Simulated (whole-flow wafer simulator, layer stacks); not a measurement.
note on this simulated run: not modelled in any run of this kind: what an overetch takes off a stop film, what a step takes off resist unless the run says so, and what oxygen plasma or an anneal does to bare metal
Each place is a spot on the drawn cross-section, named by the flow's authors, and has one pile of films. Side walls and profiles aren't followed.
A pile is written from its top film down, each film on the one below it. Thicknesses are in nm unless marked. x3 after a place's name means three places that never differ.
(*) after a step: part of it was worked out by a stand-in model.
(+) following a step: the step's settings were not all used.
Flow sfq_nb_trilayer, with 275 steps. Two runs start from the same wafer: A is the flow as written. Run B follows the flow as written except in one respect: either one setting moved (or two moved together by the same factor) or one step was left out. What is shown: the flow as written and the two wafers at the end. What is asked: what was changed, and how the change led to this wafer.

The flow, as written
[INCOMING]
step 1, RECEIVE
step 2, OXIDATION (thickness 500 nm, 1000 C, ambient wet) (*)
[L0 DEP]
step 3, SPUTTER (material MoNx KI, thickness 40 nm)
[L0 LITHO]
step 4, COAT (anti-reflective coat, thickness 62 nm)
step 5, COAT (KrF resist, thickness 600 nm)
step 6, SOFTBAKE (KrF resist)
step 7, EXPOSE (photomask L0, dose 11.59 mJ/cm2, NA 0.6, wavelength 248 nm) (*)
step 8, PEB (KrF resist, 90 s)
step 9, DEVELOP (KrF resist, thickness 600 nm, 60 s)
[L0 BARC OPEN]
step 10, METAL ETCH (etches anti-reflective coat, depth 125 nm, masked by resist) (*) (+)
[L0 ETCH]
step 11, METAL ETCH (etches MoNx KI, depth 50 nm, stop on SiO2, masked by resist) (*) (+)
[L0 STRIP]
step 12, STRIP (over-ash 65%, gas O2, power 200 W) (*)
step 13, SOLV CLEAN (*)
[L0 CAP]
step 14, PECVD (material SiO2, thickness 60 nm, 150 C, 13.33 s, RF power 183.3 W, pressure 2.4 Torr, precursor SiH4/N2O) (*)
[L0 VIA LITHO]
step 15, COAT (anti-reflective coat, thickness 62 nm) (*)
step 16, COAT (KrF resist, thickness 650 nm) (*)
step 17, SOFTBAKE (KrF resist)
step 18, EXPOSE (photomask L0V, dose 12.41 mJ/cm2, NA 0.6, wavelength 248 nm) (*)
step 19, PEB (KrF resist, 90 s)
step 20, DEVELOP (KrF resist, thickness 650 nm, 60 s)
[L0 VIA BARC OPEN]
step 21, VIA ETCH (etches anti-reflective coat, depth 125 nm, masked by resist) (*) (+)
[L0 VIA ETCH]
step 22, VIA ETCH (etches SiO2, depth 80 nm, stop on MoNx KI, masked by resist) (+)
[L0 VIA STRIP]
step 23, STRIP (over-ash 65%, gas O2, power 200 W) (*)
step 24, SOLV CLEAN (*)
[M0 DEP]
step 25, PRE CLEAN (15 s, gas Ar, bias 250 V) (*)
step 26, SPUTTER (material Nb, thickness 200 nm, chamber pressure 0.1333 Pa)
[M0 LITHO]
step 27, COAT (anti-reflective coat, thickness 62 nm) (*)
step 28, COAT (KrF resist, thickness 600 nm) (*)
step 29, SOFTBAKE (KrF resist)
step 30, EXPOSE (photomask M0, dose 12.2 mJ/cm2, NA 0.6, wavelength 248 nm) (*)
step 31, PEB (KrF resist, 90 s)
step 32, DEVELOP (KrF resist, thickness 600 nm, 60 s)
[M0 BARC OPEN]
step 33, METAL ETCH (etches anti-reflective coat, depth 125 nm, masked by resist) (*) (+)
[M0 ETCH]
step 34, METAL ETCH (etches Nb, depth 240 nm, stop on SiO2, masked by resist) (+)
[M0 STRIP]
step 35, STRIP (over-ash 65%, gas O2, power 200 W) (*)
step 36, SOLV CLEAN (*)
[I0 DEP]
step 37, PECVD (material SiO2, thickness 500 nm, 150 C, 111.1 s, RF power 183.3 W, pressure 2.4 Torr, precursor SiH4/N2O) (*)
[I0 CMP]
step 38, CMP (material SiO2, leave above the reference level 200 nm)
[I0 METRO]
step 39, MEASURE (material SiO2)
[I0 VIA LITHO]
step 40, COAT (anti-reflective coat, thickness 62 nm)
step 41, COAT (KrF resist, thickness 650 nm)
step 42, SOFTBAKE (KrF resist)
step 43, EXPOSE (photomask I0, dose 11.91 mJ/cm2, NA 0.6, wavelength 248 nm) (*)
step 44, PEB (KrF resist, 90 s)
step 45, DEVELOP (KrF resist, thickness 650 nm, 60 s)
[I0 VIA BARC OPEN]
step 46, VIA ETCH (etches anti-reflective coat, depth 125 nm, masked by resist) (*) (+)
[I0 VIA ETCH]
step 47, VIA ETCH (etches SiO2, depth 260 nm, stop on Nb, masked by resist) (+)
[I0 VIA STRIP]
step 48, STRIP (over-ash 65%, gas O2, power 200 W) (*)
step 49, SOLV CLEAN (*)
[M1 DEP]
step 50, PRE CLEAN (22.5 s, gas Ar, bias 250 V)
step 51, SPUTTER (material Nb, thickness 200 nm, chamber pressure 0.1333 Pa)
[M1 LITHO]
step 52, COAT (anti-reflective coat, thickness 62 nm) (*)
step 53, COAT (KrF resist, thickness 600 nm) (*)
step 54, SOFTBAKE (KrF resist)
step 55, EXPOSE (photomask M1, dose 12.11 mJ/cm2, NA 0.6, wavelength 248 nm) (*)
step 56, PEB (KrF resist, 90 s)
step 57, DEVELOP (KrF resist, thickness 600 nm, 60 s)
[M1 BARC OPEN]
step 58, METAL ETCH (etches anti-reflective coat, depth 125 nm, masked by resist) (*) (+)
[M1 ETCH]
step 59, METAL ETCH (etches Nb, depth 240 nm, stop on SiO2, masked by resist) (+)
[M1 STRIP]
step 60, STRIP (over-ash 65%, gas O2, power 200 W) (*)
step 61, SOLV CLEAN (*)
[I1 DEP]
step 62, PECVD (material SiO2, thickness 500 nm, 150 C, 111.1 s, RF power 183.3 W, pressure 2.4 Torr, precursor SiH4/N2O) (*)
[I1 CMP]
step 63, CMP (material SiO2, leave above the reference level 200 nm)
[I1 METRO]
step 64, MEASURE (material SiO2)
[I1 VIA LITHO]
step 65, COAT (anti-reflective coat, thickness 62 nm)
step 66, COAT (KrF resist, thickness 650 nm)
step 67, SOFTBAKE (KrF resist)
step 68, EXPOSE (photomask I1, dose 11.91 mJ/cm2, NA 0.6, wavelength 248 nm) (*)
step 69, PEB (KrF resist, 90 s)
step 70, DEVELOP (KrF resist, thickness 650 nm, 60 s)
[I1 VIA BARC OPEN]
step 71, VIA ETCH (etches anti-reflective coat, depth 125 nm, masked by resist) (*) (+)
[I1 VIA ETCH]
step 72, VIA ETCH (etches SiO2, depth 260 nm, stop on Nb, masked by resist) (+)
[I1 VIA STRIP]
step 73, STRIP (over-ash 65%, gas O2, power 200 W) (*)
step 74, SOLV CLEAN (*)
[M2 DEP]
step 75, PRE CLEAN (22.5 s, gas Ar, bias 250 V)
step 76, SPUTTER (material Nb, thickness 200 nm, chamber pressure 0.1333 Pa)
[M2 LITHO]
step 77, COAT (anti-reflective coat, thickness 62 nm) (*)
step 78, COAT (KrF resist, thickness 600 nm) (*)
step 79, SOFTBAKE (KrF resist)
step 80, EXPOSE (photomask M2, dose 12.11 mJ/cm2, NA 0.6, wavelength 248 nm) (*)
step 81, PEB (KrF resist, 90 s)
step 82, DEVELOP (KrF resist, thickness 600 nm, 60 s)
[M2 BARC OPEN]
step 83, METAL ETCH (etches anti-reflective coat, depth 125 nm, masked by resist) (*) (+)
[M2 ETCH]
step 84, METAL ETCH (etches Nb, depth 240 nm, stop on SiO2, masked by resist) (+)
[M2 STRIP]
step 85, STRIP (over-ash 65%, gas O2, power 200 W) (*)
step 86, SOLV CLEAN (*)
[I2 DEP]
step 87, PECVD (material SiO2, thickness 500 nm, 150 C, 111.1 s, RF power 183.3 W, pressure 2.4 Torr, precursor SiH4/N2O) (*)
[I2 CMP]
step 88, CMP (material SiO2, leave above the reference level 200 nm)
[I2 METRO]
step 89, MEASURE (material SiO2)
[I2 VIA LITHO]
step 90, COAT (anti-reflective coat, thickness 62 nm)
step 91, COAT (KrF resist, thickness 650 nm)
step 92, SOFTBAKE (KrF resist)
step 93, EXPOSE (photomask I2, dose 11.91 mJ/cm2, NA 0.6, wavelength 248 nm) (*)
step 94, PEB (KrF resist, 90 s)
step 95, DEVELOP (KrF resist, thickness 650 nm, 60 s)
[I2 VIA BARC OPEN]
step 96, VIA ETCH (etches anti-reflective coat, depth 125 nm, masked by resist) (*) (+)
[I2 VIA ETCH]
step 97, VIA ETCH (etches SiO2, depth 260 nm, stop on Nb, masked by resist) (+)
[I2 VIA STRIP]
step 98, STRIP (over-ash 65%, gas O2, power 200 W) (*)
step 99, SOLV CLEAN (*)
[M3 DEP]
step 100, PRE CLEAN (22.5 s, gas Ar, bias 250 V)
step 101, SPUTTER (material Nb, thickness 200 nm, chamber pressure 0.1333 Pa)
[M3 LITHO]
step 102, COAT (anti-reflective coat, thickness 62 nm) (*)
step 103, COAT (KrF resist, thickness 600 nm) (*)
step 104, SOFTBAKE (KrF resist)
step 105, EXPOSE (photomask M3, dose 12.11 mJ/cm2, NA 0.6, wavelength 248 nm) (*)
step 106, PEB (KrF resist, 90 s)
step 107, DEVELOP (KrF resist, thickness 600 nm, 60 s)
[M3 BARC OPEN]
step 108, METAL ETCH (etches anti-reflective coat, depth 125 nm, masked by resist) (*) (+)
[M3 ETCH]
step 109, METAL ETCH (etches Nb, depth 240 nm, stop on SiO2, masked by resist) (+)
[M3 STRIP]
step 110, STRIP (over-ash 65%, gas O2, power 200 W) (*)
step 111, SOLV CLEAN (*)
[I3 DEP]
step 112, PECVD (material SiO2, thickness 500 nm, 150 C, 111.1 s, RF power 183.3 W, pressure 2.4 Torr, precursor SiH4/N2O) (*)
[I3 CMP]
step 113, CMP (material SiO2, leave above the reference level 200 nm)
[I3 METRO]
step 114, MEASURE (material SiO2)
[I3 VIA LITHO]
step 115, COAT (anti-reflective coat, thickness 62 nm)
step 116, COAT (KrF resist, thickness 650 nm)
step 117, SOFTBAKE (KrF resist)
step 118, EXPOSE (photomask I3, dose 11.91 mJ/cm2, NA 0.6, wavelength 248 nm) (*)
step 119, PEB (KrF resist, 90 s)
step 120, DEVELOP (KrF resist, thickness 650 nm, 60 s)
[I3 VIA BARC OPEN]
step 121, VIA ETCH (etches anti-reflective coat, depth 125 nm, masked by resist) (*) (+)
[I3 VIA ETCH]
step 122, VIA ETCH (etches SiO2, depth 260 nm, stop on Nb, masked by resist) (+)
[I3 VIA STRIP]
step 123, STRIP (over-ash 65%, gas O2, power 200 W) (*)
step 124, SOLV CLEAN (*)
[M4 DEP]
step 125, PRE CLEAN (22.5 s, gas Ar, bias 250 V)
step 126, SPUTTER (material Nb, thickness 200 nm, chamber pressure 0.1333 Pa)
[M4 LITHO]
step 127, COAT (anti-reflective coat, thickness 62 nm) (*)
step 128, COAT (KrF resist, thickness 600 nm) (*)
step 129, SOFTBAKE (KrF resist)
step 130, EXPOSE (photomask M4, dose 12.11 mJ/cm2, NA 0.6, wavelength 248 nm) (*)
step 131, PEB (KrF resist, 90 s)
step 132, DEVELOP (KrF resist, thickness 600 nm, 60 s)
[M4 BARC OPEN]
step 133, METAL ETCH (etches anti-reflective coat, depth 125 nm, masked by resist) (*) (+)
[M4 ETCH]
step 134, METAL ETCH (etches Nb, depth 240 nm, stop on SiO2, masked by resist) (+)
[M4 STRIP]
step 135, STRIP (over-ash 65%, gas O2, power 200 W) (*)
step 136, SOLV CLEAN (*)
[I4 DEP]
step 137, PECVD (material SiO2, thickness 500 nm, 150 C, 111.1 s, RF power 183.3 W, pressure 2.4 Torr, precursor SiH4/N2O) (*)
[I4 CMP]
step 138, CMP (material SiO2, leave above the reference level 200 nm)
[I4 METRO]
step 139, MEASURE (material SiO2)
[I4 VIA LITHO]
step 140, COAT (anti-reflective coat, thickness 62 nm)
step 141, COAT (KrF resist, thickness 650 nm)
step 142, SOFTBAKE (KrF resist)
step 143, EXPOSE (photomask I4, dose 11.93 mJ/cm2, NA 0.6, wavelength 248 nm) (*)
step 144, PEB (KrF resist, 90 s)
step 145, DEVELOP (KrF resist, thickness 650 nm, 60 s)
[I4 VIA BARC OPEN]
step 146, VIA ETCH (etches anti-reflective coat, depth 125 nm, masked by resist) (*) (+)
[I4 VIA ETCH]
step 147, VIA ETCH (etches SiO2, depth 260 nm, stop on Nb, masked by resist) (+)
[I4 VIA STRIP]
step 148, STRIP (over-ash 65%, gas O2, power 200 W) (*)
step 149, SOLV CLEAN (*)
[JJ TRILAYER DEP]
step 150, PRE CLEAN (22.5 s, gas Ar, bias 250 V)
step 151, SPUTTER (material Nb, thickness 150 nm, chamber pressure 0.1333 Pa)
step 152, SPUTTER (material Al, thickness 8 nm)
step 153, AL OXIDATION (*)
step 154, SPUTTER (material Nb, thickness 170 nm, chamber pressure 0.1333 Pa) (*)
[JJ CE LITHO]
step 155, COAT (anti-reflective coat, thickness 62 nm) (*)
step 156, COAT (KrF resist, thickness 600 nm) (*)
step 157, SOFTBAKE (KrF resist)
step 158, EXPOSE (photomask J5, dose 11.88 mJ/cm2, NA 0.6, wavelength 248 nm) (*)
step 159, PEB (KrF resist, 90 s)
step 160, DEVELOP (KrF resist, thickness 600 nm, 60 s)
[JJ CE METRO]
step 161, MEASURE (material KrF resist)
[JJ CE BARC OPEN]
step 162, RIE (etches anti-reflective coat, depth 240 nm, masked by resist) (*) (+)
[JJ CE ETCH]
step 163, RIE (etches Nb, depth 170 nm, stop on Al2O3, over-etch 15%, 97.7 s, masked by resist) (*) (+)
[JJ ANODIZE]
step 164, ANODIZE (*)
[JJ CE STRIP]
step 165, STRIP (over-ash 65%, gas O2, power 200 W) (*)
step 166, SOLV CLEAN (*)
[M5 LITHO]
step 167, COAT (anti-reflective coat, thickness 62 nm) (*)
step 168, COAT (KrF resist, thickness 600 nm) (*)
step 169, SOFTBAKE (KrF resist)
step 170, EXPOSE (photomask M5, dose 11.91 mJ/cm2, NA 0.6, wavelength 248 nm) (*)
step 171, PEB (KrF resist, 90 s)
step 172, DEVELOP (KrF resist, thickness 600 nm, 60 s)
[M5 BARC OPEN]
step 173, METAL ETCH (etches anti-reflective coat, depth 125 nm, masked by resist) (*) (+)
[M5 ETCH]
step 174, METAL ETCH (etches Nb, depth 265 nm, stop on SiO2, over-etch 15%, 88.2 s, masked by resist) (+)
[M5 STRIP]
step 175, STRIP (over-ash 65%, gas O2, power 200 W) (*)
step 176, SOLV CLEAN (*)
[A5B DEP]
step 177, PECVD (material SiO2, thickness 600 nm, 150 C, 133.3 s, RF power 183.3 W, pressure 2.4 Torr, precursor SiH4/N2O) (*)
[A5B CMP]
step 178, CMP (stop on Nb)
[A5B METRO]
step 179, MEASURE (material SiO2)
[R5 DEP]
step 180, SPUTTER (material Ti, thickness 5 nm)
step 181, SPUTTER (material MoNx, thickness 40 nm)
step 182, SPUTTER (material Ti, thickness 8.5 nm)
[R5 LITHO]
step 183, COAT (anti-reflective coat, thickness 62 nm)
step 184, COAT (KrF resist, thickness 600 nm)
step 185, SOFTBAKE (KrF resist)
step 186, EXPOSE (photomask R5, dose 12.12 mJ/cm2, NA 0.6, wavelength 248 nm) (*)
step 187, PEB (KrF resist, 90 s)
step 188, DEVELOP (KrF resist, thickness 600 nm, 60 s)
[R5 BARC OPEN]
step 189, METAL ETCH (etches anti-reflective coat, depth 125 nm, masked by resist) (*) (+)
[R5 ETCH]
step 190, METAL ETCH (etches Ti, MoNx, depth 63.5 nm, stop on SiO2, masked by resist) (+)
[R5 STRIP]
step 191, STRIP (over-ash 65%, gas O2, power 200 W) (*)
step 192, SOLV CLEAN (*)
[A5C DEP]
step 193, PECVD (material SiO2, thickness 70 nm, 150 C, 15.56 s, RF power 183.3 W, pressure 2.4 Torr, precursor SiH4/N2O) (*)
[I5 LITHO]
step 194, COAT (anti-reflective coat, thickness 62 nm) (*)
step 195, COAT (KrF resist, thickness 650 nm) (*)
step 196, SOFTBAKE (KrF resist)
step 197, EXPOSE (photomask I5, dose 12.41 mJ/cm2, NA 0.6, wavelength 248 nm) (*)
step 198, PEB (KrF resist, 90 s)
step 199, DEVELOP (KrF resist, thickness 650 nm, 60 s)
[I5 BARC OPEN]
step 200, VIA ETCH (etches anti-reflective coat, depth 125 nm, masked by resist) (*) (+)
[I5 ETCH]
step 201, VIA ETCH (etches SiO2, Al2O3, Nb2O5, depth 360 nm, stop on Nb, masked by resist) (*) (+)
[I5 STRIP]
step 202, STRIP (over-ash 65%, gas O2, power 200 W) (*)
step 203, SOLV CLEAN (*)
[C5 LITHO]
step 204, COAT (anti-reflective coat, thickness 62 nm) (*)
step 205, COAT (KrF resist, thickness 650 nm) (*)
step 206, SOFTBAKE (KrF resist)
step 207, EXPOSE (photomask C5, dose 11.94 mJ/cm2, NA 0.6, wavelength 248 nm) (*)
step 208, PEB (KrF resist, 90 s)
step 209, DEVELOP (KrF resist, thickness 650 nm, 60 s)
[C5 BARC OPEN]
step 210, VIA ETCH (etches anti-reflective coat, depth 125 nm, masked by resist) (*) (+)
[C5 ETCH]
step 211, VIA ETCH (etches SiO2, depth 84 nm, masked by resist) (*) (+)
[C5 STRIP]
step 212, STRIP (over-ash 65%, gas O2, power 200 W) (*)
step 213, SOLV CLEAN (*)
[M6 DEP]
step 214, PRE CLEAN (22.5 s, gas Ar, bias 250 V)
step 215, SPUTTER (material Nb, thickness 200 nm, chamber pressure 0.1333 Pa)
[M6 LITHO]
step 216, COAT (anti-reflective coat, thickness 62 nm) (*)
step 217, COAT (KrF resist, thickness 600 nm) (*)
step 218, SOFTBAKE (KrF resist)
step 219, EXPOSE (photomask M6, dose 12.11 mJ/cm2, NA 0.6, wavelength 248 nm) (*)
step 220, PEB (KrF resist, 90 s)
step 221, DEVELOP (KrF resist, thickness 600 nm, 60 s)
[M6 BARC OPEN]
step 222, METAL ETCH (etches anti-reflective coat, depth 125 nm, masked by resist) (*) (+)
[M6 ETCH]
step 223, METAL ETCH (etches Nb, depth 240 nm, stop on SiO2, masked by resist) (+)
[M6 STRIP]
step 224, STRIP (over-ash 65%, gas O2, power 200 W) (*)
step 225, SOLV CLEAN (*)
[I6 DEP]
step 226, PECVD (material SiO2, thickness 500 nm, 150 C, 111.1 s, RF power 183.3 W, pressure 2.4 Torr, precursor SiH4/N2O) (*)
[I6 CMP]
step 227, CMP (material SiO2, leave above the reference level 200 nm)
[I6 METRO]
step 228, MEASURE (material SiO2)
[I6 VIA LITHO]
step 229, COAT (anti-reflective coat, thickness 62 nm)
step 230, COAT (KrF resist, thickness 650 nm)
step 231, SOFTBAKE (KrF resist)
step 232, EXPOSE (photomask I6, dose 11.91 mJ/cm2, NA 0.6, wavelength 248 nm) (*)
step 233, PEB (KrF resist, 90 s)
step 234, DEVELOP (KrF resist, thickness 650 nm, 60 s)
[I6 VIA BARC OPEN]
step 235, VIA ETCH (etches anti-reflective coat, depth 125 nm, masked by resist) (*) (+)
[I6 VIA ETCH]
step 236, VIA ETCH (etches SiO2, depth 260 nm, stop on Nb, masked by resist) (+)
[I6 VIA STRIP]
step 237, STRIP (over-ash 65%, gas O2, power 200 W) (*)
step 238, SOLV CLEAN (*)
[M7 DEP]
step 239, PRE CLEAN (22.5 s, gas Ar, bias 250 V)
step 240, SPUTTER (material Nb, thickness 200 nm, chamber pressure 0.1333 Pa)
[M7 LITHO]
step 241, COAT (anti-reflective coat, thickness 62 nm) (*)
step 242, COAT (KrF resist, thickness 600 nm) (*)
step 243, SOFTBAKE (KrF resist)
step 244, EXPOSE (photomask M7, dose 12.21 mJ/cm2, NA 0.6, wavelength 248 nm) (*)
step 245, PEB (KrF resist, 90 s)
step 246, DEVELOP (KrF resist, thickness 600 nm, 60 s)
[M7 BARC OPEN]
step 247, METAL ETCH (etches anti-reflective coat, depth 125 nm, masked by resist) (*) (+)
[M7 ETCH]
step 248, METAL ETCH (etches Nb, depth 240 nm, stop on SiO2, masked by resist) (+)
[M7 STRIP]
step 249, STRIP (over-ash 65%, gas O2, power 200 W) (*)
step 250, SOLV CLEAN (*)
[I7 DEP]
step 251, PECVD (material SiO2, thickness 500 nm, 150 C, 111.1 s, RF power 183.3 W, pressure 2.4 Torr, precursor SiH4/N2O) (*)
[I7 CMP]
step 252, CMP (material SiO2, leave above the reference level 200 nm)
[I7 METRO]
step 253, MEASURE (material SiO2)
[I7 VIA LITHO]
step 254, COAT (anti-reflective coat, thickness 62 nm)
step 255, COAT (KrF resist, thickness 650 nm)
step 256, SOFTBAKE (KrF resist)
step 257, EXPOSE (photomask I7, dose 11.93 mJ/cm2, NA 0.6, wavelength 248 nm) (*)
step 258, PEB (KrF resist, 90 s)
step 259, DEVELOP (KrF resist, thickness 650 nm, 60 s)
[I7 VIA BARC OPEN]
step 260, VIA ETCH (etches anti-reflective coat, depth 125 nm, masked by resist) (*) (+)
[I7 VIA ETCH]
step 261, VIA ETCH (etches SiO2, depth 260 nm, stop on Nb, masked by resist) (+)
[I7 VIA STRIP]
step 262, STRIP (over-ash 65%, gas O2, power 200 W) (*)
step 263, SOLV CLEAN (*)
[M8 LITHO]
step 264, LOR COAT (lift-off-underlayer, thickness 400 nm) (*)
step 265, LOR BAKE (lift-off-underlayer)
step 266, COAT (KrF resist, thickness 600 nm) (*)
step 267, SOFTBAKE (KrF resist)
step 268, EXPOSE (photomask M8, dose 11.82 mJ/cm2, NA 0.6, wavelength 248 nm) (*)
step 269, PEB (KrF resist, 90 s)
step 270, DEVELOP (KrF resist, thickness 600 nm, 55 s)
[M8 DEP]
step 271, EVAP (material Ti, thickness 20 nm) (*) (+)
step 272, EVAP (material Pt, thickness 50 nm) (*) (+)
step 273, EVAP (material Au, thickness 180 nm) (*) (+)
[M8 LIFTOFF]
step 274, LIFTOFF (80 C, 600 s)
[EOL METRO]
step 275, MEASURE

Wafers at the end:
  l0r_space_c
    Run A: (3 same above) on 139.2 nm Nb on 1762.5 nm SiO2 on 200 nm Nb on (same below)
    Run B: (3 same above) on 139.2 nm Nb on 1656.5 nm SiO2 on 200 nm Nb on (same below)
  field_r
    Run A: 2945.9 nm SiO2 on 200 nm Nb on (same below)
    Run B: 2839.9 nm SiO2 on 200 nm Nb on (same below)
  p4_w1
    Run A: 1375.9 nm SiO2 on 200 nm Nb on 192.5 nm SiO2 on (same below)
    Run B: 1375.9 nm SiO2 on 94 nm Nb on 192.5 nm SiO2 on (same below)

What caused this: step 126, SPUTTER: thickness 94 nm was run, though the flow has thickness 200 nm.
One can read it off the wafer: p4_w1 has Nb 94, and step 126 as written asks for 200 nm.

The path from the change to this, step by step:
  step 126, SPUTTER (material Nb, thickness 200 nm, chamber pressure 0.1333 Pa)
      field_l, v_sur, via_wl and 102 more: A Nb gains 200 (new film) | B Nb gains 94 (new film)
      via_v: A Nb gains 165.5 | B Nb gains 77.5
  step 127, COAT (anti-reflective coat, thickness 62 nm) (*)
      via_v: A anti-reflective coat gains 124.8 (new film) | B anti-reflective coat gains 119.7 (new film)
  step 134, METAL ETCH (etches Nb, depth 240 nm, stop on SiO2, masked by resist) (+)
      field_l, be, be_sur and 64 more: A Nb loses 200 (all of it) | B Nb loses 94 (all of it)
      v_sur, via_wl, via_w and 36 more: A KrF resist loses 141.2 | B KrF resist loses 82.9
  step 135, STRIP (over-ash 65%, gas O2, power 200 W) (*)
      p4_fl, p4_fm, p4_w1 and 26 more: A KrF resist loses 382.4 (all of it), anti-reflective coat loses 62 (all of it) | B KrF resist loses 440.6 (all of it), anti-reflective coat loses 62 (all of it)
      ln_m5, lsp_m, ln_m6: A KrF resist loses 381.9 (all of it), anti-reflective coat loses 61.8 (all of it) | B KrF resist loses 440.2 (all of it), anti-reflective coat loses 61.8 (all of it)
      (and at 7 other places as well)
  step 137, PECVD (material SiO2, thickness 500 nm, 150 C, 111.1 s, RF power 183.3 W, pressure 2.4 Torr, precursor SiH4/N2O) (*)
      p3_s0, p3_s1, p3_s2, p3_s3, p3_s4, p3_s5: A SiO2 gains 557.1 | B SiO2 gains 500
      via_v: A SiO2 gains 615 (new film) | B SiO2 gains 585.5 (new film)
  step 138, CMP (material SiO2, leave above the reference level 200 nm)
      field_l, be, be_sur and 55 more: A SiO2 loses 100 | B SiO2 loses 206
      p3_s0, p3_s1, p3_s2, p3_s3, p3_s4, p3_s5: A SiO2 loses 157.1 | B SiO2 loses 206
      (and at 4 other places as well)
